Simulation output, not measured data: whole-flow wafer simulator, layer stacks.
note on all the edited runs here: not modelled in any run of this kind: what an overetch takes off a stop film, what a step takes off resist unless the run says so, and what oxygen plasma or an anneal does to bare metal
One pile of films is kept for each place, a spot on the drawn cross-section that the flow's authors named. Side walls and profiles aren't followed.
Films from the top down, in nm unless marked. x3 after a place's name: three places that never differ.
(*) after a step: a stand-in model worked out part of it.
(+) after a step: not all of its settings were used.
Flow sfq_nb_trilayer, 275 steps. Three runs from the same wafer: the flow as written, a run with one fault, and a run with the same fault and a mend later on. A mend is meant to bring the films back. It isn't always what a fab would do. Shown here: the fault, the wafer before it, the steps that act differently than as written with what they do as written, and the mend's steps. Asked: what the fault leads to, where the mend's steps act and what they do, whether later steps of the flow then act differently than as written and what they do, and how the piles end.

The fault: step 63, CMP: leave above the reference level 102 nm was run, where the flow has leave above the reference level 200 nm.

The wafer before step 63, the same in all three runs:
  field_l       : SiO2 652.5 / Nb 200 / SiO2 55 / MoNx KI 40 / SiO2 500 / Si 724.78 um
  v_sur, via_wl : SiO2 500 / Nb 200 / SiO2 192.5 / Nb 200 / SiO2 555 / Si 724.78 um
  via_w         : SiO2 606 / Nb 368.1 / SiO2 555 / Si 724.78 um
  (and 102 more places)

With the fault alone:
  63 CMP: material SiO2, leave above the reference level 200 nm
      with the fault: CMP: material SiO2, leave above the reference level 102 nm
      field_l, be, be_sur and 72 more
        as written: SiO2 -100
        with the fault: SiO2 -198
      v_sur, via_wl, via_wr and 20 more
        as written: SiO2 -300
        with the fault: SiO2 -398
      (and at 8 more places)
  Later steps of the flow that act differently than as written (3 more steps differ only slightly, by at most 2% or 0.5 nm, whichever is larger, and aren't shown):
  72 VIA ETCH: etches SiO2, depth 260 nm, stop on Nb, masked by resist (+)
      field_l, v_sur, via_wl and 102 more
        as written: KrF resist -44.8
        with the fault: KrF resist -26.3
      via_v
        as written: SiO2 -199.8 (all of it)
        with the fault: SiO2 -101.8 (all of it)
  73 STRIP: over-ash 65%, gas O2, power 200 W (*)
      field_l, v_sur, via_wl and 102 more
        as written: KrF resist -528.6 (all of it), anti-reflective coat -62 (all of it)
        with the fault: KrF resist -547.1 (all of it), anti-reflective coat -62 (all of it)
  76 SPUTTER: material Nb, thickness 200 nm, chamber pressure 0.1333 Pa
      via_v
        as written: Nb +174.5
        with the fault: Nb +194
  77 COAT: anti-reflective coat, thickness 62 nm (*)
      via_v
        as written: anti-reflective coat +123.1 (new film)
        with the fault: anti-reflective coat +103.4 (new film)
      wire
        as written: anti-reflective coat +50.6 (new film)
        with the fault: anti-reflective coat +49.4 (new film)
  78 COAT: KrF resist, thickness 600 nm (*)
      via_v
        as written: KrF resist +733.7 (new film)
        with the fault: KrF resist +651.1 (new film)
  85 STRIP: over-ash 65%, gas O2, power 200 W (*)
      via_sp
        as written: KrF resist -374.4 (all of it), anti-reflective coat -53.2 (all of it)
        with the fault: KrF resist -382.6 (all of it), anti-reflective coat -52.7 (all of it)
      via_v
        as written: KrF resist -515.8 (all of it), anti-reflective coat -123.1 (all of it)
        with the fault: KrF resist -433.3 (all of it), anti-reflective coat -103.4 (all of it)
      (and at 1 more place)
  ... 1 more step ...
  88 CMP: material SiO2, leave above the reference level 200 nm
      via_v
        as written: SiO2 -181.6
        with the fault: SiO2 -193
  At the end the piles differ from the flow's by more than 2% or 0.5 nm, whichever is larger, at field_l, v_sur, via_wl and 103 more.
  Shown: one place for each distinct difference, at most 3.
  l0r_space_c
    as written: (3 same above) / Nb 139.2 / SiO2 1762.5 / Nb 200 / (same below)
    with the fault: (3 same above) / Nb 139.2 / SiO2 1664.5 / Nb 200 / (same below)
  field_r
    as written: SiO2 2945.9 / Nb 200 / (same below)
    with the fault: SiO2 2847.9 / Nb 200 / (same below)
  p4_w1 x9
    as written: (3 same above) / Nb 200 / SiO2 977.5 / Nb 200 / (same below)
    with the fault: (3 same above) / Nb 200 / SiO2 879.5 / Nb 200 / (same below)

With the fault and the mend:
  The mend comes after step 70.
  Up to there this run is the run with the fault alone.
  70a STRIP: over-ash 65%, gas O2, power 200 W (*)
      field_l, v_sur, via_wl and 102 more
        KrF resist -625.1 (all of it), anti-reflective coat -62 (all of it)
      via_v
        anti-reflective coat -62 (all of it)
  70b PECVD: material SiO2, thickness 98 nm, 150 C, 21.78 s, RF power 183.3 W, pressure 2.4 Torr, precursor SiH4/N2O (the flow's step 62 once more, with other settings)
      field_l, v_sur, via_wl and 103 more
        SiO2 +98
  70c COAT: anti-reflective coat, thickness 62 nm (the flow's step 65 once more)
      field_l, v_sur, via_wl and 103 more
        anti-reflective coat +62 (new film)
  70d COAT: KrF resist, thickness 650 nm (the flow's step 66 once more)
      field_l, v_sur, via_wl and 103 more
        KrF resist +650 (new film)
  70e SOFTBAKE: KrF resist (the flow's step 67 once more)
      changes no film at any place that is followed
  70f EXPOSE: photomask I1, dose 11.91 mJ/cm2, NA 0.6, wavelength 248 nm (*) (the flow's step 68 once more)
      changes no film at any place that is followed
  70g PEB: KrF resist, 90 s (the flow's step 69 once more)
      field_l, v_sur, via_wl and 103 more
        KrF resist -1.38
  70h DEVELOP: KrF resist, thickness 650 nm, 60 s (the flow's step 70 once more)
      field_l, v_sur, via_wl and 102 more
        KrF resist -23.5
      via_v
        KrF resist -648.6 (all of it)
  No later step of the flow acts differently than as written at any place that is followed.
  At the end the piles are the same as the flow's at every place that both follow.
